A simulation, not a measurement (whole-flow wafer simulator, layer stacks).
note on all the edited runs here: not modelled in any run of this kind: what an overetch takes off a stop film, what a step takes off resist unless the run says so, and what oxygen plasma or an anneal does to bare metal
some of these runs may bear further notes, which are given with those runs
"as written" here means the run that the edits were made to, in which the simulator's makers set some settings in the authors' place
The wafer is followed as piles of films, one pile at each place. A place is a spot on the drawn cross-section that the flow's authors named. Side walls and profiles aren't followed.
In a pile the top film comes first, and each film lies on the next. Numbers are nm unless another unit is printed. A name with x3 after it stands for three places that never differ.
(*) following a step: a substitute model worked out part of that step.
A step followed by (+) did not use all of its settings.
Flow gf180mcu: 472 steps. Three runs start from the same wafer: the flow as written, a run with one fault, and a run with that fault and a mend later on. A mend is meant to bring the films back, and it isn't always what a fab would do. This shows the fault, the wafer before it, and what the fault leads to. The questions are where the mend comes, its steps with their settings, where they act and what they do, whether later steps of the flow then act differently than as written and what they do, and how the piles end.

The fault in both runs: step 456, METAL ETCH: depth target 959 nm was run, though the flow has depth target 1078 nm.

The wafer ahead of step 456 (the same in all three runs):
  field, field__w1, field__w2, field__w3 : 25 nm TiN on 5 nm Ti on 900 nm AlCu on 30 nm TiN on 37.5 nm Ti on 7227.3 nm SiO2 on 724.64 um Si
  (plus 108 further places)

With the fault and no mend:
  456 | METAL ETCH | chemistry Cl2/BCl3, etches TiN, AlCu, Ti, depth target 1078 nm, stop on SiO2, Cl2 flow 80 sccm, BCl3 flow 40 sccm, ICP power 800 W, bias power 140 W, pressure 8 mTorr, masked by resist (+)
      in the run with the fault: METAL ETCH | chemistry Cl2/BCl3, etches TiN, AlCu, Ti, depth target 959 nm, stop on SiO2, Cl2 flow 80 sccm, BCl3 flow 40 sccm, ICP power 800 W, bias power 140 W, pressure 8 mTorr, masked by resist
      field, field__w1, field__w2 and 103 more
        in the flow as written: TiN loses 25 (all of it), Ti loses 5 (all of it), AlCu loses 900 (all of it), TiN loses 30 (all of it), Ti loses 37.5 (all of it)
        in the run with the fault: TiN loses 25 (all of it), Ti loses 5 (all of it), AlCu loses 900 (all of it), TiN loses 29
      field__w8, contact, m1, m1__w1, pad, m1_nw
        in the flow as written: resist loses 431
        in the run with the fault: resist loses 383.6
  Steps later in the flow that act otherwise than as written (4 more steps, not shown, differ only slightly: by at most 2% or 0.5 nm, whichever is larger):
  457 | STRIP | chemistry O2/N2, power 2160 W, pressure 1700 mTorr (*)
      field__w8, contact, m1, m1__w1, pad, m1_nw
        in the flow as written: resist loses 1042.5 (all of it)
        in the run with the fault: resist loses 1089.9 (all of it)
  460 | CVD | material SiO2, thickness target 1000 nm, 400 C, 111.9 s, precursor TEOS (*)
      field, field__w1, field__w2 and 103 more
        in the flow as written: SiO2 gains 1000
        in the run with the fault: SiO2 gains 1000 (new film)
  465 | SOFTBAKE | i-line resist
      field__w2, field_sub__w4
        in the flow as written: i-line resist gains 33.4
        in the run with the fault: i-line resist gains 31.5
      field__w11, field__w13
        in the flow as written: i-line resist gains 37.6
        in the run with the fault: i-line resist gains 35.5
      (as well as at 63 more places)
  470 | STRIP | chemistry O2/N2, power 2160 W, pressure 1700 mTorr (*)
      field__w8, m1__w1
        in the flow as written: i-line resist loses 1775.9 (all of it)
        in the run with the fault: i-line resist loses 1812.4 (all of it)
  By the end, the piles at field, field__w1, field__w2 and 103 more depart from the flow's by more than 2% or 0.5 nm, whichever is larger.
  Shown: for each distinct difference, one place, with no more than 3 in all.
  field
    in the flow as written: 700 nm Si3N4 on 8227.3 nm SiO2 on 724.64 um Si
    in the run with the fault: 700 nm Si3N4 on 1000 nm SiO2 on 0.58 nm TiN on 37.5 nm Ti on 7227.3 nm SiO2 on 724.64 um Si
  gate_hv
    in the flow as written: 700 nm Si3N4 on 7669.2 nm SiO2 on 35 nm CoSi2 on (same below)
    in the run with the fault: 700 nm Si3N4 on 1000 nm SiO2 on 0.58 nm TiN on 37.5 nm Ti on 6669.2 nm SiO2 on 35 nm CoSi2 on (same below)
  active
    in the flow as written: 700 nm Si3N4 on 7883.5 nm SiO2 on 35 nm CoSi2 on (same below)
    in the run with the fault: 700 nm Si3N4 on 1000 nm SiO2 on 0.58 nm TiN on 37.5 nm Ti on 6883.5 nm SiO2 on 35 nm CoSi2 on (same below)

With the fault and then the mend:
  After step 458 comes the mend.
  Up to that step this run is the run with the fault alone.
  458a | DEHYDRATE | 200 C, 60 s (the flow's step 449 again)
      does not change any film at any place that is followed
  458b | HMDS | 120 C, 60 s (the flow's step 450 again)
      does not change any film at any place that is followed
  458c | COAT | resist, thickness 1500 nm (*) (the flow's step 451 again)
      iso_ptap_pw, iso_ntap_nw, iso_nw_fld and 33 more
        resist gains 1500 (new film)
      p_well, sti, spacer, sd_n, mim_1p0, dice_street
        resist gains 1504.5 (new film)
      field__w2, field__w3, field__w12, ppoly_sal
        resist gains 1513.4 (new film)
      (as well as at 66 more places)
  458d | SOFTBAKE | resist (the flow's step 452 again)
      ld_acc_n, npoly_sal
        resist loses 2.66
      sd_p_hv, nw_enc_fld__w1
        resist loses 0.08
      gate_p_hv, nw_enc_fld
        resist loses 0.09
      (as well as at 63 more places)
  458e | EXPOSE | photomask MetalTop (the flow's step 453 again)
      does not change any film at any place that is followed
  458f | PEB | resist, 70.3 s (the flow's step 454 again)
      field__w2, field__w3, field__w5 and 41 more
        resist loses 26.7
      iso_ptap_pw, iso_ntap_nw, iso_nw_fld and 33 more
        resist loses 26.5
      p_well, sti, spacer, sd_n, mim_1p0, dice_street
        resist loses 26.6
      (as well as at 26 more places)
  458g | DEVELOP | thickness 1500 nm, 60 s (the flow's step 455 again)
      iso_ptap_pw, iso_ntap_nw, iso_nw_fld and 33 more
        resist loses 1473.5 (all of it)
      p_well, sti, spacer, sd_n, mim_1p0, dice_street
        resist loses 1477.9 (all of it)
      field__w5, field__w9, nplus_u, npoly_u
        resist loses 1485.7 (all of it)
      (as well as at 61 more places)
  458h | METAL ETCH | chemistry Cl2/BCl3, etches TiN, AlCu, Ti, depth target 118.5 nm, stop on SiO2, Cl2 flow 80 sccm, BCl3 flow 40 sccm, ICP power 800 W, bias power 140 W, pressure 8 mTorr, masked by resist (+) (the flow's step 456 again, with other settings)
      field, field__w1, field__w2 and 103 more
        TiN loses 0.58 (all of it), Ti loses 37.5 (all of it)
      field__w8, contact, m1, m1__w1, pad, m1_nw
        resist loses 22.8
  458i | STRIP | chemistry O2/N2, power 2160 W, pressure 1700 mTorr (*) (the flow's step 457 again)
      field__w8
        resist loses 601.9 (all of it)
      contact
        resist loses 598.6 (all of it)
      m1
        resist loses 599.1 (all of it)
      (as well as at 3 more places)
  458j | STRIP | chemistry post etch residue remover, 72.5 C, 1200 s (*) (the flow's step 458 again)
      field__w8, contact, m1, m1__w1, pad, m1_nw
        TiN loses 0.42
  Every later step of the flow that is run acts as written, at every place that is followed, to within 2% or 0.5 nm, whichever is larger.
  When the end is reached, the piles differ only a little from the flow's at the places that both follow, at most by 2% or 0.5 nm, whichever is larger.
